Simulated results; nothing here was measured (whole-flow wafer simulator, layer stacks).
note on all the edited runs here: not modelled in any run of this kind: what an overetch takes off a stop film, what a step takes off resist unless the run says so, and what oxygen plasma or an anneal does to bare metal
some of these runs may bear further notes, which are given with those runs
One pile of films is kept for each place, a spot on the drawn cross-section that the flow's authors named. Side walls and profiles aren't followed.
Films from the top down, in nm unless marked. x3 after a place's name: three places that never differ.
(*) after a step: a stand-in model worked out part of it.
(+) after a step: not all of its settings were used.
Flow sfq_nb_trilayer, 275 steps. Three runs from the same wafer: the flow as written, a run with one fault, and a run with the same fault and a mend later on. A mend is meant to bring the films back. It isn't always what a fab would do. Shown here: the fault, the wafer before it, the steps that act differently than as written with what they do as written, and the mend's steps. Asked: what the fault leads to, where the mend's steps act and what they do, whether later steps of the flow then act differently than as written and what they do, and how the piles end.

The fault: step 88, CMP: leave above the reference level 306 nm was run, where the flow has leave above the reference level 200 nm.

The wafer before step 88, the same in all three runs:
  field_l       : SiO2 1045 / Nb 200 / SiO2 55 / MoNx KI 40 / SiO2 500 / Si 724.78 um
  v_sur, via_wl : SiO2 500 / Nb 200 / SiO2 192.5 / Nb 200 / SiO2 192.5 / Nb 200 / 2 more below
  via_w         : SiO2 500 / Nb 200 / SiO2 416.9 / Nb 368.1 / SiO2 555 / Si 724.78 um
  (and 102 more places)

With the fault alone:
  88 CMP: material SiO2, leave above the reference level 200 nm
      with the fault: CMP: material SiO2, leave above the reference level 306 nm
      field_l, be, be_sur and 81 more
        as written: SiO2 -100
        with the fault: nothing
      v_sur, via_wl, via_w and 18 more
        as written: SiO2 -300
        with the fault: SiO2 -194
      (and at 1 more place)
  Later steps of the flow that act differently than as written (6 more steps differ only slightly, by at most 2% or 0.5 nm, whichever is larger, and aren't shown):
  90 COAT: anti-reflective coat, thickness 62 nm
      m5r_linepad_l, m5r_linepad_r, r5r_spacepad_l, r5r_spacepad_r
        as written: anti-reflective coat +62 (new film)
        with the fault: anti-reflective coat +64.5 (new film)
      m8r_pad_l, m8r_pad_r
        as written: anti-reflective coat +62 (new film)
        with the fault: anti-reflective coat +63.7 (new film)
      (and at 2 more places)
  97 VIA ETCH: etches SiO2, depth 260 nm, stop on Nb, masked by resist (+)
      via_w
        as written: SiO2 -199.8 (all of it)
        with the fault: SiO2 -260
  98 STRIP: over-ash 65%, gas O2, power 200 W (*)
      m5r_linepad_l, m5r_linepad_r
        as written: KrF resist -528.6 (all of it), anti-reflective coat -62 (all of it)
        with the fault: KrF resist -527.9 (all of it), anti-reflective coat -64.5 (all of it)
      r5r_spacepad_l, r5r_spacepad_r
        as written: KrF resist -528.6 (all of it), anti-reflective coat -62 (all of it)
        with the fault: KrF resist -528.1 (all of it), anti-reflective coat -64.5 (all of it)
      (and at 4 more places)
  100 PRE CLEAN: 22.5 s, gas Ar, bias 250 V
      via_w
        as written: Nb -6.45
        with the fault: SiO2 -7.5
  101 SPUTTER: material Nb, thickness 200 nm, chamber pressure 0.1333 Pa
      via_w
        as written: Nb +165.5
        with the fault: Nb +152.6 (new film)
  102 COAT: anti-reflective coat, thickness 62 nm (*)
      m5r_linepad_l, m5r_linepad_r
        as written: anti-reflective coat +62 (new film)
        with the fault: anti-reflective coat +64.2 (new film)
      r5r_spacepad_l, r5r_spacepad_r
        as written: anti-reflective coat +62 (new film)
        with the fault: anti-reflective coat +64.3 (new film)
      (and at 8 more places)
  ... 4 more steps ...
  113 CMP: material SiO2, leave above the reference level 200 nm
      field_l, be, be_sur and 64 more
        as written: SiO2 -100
        with the fault: SiO2 -94
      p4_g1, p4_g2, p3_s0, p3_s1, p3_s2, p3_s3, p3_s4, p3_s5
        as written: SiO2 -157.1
        with the fault: SiO2 -151.1
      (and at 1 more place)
  At the end the piles differ from the flow's by more than 2% or 0.5 nm, whichever is larger, at field_l, v_sur, via_wl and 103 more.
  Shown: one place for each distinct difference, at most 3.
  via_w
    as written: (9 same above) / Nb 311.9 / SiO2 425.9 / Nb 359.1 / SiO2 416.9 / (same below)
    with the fault: (9 same above) / Nb 311.9 / SiO2 500.1 / Nb 152.6 / SiO2 38.3 / Nb 200 / SiO2 416.9 / (same below)
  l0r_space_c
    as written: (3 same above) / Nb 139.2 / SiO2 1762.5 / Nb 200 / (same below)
    with the fault: (3 same above) / Nb 139.2 / SiO2 1868.5 / Nb 200 / (same below)
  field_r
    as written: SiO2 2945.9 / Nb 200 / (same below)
    with the fault: SiO2 3051.9 / Nb 200 / (same below)

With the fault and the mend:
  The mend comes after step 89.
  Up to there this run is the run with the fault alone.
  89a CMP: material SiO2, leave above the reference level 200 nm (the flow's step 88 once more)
      field_l, be, be_sur and 81 more
        SiO2 -100
      v_sur, via_wl, via_w and 19 more
        SiO2 -106
  No later step of the flow acts differently than as written at any place that is followed.
  At the end the piles are the same as the flow's at every place that both follow.
